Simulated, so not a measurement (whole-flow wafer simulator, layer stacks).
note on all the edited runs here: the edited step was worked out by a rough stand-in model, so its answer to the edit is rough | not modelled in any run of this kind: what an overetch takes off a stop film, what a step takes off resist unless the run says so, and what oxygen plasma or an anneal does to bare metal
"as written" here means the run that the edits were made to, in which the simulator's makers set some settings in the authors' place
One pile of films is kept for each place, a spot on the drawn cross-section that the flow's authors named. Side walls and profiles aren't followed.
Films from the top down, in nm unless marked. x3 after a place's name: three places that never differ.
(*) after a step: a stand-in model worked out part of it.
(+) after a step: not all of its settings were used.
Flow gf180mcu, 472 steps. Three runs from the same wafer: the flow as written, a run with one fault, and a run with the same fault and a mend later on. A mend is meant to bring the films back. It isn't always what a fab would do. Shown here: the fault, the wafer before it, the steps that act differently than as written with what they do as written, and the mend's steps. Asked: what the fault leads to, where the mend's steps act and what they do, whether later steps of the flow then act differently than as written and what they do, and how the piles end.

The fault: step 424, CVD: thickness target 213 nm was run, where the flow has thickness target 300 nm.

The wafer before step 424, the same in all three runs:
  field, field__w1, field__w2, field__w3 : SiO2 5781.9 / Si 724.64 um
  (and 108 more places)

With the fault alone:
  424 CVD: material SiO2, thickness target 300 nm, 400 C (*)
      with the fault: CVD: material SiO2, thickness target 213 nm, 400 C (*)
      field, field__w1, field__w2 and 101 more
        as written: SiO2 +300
        with the fault: SiO2 +213
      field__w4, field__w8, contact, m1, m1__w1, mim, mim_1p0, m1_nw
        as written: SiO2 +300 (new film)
        with the fault: SiO2 +213 (new film)
  Later steps of the flow that act differently than as written (2 more steps differ only slightly, by at most 2% or 0.5 nm, whichever is larger, and aren't shown):
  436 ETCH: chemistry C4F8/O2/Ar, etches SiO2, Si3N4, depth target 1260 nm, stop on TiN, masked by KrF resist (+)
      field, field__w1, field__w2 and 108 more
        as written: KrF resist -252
        with the fault: KrF resist -235.3
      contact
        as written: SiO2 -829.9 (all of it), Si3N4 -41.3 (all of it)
        with the fault: SiO2 -742.9 (all of it), Si3N4 -41.3 (all of it)
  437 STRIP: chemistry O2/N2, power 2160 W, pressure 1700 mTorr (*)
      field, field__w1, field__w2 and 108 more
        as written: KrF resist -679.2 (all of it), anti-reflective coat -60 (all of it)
        with the fault: KrF resist -695.9 (all of it), anti-reflective coat -60 (all of it)
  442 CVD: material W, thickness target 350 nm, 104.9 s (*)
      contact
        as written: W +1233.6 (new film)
        with the fault: W +1145.9 (new film)
  At the end the piles differ from the flow's by more than 2% or 0.5 nm, whichever is larger, at field__w4, field__w8, contact, m1, m1__w1, mim, mim_1p0, m1_nw.
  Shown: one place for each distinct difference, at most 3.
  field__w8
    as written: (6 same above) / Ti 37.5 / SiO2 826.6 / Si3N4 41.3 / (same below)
    with the fault: (6 same above) / Ti 37.5 / SiO2 739.6 / Si3N4 41.3 / (same below)
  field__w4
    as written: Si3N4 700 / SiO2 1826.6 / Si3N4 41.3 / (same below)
    with the fault: Si3N4 700 / SiO2 1739.6 / Si3N4 41.3 / (same below)
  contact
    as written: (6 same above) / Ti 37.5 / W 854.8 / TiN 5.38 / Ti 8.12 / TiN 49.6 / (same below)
    with the fault: (6 same above) / Ti 37.5 / W 767.1 / TiN 5.66 / Ti 8.54 / TiN 49.6 / (same below)

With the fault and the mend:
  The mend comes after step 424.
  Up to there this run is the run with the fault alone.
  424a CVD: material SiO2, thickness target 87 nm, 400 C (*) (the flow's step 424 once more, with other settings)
      field, field__w1, field__w2 and 109 more
        SiO2 +87
  No later step of the flow acts differently than as written at any place that is followed.
  At the end the piles are the same as the flow's at every place that both follow.
